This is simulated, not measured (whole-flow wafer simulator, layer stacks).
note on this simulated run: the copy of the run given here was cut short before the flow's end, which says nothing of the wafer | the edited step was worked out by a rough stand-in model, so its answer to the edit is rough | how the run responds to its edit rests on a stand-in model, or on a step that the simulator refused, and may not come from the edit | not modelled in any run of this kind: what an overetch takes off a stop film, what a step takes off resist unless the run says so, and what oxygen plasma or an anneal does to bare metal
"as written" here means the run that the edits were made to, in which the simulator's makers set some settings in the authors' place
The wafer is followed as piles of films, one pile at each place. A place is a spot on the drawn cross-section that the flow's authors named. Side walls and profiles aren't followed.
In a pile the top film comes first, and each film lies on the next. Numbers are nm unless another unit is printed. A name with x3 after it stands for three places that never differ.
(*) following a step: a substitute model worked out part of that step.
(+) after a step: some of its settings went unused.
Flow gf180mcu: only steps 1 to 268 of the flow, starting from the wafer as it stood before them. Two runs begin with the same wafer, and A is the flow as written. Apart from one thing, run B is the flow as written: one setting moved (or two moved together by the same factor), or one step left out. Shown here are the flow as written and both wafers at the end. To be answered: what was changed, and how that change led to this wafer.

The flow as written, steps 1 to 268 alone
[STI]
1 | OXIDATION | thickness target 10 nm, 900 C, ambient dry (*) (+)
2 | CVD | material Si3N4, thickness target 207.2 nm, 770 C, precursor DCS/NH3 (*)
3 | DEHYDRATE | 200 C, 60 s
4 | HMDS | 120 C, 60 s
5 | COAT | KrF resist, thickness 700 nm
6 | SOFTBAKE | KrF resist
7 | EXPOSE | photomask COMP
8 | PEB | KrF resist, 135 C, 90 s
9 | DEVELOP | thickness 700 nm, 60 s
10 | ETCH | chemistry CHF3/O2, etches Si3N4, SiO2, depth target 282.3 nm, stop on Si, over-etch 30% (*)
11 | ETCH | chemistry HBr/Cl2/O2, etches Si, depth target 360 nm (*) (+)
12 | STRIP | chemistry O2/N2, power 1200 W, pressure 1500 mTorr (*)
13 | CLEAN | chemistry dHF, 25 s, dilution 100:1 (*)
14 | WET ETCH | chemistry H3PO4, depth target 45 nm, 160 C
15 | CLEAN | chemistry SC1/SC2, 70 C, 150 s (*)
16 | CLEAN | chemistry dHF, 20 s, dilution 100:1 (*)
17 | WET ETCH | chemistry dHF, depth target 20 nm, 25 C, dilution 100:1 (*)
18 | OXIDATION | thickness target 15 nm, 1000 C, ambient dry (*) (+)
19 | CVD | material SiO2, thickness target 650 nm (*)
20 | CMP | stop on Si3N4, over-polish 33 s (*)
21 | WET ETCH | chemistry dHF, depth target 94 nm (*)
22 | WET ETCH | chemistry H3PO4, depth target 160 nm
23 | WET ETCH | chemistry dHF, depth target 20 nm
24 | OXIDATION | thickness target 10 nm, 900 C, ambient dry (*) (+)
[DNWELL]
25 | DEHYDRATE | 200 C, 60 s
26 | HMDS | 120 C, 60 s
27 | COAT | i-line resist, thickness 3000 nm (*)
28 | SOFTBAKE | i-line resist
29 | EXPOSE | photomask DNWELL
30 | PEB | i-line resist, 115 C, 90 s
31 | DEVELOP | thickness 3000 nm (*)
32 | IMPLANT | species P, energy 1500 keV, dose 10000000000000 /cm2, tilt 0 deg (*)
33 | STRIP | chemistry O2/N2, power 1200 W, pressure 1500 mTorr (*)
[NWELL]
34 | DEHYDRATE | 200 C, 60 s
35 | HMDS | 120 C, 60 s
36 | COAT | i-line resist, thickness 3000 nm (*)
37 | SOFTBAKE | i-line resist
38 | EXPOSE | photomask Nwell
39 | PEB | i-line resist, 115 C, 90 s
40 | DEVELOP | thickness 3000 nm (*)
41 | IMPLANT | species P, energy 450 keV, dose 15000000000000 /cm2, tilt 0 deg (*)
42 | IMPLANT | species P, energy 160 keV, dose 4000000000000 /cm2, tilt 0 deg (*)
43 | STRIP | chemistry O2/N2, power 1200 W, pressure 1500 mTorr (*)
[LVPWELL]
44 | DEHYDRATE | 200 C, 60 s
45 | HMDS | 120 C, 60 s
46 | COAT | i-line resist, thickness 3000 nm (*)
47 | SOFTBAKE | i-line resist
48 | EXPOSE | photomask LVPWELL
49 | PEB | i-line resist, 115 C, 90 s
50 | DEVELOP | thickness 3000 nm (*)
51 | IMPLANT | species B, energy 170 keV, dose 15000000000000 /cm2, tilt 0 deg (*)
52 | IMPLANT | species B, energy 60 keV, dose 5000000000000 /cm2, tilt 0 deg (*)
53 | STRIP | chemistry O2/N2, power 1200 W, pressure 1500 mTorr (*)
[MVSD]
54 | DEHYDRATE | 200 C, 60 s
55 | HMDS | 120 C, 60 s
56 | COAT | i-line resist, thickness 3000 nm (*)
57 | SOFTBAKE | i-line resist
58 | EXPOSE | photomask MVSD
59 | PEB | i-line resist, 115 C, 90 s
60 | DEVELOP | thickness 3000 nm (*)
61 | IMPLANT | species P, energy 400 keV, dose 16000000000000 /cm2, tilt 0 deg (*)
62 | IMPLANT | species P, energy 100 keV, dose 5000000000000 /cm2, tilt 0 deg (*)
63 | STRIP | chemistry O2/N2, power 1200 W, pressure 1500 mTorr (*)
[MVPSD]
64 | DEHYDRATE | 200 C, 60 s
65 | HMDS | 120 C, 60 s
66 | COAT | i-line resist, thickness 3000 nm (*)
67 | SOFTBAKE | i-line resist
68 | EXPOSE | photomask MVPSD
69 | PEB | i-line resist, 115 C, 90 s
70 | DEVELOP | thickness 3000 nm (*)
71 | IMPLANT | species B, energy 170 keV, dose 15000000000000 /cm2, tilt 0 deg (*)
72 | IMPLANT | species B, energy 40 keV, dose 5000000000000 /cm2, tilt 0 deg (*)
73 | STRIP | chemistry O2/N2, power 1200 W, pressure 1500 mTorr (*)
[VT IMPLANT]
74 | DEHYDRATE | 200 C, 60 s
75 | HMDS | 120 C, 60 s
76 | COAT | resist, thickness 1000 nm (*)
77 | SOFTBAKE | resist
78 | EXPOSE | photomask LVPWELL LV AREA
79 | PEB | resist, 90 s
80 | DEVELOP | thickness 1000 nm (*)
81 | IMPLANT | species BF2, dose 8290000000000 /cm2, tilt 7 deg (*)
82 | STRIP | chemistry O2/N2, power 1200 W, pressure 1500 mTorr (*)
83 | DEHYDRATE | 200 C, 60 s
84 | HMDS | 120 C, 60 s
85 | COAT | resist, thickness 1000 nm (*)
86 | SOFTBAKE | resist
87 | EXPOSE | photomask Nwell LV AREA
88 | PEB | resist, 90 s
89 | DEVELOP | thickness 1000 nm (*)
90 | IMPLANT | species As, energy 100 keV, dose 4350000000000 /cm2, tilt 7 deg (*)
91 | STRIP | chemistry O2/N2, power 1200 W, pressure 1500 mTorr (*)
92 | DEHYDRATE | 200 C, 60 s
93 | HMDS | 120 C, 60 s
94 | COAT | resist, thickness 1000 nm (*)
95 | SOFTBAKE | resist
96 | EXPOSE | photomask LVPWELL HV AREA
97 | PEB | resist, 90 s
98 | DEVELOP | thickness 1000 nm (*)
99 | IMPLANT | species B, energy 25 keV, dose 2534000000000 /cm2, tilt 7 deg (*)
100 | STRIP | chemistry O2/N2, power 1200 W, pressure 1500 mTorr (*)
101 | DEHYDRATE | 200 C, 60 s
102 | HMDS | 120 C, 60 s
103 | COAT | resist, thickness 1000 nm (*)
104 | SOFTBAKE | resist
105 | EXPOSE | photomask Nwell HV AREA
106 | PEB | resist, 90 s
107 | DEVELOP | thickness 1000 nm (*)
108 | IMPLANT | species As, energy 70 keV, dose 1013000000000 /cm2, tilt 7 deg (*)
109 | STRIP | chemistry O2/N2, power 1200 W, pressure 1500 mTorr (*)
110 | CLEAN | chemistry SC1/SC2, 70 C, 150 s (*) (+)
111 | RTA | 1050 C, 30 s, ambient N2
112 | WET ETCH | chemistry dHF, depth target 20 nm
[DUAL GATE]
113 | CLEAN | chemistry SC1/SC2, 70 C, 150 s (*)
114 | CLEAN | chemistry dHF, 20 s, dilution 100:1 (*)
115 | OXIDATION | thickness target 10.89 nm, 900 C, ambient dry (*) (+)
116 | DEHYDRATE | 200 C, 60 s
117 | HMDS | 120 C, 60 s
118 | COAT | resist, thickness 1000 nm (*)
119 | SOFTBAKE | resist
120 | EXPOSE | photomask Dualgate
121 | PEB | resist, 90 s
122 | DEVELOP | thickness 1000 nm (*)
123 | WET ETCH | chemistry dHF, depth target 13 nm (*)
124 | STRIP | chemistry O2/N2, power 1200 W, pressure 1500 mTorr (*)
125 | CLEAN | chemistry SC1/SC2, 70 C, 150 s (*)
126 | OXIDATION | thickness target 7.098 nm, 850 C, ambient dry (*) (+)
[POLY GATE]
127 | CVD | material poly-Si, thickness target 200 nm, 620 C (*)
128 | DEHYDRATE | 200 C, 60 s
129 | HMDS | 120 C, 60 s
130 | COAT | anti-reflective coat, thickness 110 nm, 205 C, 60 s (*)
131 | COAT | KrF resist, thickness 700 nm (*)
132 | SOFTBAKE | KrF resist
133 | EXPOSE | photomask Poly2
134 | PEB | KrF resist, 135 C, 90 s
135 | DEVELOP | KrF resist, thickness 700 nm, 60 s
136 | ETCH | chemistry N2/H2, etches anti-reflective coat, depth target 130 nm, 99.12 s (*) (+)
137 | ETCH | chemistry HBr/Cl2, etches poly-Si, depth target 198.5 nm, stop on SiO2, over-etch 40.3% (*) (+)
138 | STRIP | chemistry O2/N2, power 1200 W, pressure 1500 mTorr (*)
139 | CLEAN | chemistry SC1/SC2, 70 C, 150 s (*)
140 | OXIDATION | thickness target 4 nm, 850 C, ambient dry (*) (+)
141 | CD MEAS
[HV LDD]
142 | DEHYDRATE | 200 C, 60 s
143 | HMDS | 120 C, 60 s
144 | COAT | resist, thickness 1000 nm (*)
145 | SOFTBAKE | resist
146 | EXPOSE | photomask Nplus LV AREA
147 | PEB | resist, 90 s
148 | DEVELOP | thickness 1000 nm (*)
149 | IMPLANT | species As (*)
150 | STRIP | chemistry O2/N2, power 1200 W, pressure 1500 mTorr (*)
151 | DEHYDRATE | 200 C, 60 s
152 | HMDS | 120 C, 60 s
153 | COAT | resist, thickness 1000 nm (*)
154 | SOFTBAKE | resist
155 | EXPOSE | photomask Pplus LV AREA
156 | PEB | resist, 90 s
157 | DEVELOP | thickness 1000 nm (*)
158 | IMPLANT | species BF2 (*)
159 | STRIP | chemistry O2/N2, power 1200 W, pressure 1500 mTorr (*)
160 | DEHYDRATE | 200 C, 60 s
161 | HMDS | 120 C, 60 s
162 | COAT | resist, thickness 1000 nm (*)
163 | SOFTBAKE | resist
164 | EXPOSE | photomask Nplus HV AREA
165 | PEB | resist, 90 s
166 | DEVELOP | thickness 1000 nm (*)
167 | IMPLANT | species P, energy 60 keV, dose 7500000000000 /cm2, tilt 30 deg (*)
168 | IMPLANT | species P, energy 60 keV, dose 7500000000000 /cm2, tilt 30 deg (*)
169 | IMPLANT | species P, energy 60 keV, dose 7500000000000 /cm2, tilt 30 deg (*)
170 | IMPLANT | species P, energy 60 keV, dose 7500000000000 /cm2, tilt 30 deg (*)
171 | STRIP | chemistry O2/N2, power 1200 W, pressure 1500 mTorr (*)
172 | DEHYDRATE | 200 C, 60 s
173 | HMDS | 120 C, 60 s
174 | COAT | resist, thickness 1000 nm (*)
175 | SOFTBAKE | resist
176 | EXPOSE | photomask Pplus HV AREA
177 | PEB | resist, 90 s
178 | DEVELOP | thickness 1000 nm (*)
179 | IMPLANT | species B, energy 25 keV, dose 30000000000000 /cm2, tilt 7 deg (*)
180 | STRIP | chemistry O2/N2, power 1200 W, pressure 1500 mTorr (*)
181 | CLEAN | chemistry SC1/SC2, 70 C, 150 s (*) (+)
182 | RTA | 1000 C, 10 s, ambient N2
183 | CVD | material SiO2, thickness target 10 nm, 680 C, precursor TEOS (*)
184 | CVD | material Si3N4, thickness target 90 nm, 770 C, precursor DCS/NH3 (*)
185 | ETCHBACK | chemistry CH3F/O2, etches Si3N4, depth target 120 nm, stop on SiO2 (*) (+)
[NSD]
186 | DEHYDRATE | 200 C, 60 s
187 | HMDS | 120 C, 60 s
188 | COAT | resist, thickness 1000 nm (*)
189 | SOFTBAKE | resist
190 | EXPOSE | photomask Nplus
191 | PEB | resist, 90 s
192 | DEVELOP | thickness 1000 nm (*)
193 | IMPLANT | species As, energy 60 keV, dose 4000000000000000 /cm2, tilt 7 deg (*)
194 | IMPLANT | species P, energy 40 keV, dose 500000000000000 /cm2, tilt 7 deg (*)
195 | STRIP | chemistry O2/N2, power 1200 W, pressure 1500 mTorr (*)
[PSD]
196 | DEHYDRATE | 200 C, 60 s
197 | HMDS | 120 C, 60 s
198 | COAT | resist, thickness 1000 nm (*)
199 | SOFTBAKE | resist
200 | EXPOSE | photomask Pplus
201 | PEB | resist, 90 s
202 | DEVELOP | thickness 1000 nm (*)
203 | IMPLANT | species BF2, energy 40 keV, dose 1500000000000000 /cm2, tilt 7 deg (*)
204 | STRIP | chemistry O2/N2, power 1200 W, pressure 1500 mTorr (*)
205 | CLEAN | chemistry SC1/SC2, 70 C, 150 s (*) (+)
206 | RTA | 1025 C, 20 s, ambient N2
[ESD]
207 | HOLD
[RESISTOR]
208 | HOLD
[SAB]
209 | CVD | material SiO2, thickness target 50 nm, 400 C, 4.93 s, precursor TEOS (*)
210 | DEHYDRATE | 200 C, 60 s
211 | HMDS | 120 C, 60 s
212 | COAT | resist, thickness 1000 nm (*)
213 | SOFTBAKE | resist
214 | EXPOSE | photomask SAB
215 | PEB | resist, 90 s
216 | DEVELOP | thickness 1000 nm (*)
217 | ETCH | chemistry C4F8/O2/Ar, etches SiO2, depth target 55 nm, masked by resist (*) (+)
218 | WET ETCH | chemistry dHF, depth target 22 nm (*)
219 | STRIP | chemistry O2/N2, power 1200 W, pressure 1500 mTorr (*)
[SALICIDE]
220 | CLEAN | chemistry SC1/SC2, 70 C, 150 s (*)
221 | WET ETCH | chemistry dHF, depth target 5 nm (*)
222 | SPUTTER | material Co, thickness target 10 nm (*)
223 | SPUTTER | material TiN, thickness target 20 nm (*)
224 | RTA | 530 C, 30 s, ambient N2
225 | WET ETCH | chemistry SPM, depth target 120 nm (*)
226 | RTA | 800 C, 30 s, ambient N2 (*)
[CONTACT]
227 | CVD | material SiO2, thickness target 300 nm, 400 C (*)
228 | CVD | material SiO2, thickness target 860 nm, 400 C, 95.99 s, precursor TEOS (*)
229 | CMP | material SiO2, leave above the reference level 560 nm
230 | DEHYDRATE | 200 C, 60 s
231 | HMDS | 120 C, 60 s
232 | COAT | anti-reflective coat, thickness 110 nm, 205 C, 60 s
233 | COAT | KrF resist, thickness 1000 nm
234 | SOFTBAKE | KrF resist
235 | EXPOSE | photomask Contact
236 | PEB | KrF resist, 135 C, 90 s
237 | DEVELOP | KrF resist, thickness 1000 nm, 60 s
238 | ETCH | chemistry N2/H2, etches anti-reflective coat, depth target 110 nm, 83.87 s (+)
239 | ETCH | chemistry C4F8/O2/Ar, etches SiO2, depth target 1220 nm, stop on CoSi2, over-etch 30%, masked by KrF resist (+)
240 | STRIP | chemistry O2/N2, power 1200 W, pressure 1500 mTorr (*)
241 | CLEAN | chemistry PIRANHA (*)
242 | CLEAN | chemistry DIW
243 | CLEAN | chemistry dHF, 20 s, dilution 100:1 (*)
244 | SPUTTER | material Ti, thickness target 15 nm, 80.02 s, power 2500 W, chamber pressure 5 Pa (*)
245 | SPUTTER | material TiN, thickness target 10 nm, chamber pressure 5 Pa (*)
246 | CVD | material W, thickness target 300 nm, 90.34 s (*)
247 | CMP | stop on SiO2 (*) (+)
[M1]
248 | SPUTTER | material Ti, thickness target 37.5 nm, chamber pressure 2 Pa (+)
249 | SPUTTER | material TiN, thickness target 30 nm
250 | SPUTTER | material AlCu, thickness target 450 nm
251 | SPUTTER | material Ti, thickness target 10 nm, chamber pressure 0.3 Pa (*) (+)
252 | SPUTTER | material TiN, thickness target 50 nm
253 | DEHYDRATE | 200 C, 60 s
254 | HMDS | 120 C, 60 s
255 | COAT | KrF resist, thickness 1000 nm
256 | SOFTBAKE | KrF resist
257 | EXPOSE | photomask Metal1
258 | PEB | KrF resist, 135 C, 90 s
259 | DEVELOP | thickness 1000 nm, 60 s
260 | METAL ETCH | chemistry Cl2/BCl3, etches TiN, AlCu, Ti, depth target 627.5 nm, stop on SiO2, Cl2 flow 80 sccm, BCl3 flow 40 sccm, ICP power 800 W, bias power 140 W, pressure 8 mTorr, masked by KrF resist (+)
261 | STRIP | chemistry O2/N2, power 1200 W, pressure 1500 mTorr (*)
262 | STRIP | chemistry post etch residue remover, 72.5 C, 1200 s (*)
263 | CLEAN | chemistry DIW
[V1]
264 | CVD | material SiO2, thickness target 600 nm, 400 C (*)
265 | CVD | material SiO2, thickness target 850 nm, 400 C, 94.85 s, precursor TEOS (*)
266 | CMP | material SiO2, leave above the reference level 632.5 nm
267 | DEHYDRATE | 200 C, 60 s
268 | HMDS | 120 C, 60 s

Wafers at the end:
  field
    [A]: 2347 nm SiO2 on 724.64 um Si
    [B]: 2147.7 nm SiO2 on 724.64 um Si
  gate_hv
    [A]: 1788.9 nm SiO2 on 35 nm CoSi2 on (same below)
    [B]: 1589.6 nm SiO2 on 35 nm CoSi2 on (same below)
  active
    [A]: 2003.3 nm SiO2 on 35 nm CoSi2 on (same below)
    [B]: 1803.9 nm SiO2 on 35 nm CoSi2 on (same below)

Cause: step 265, CVD: 37.94 s was run, while the flow as written has 94.85 s.

How this came from the change, step by step:
  265 | CVD | material SiO2, thickness target 850 nm, 400 C, 94.85 s, precursor TEOS (*)
      field, field__w1, field__w2 and 108 more: A +850 SiO2 | B +350.7 SiO2
  266 | CMP | material SiO2, leave above the reference level 632.5 nm
      field, field__w1, field__w2 and 99 more: A -300 SiO2 | B nothing
      field__w8, contact, m1 and 6 more: A -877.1 SiO2 | B -377.7 SiO2
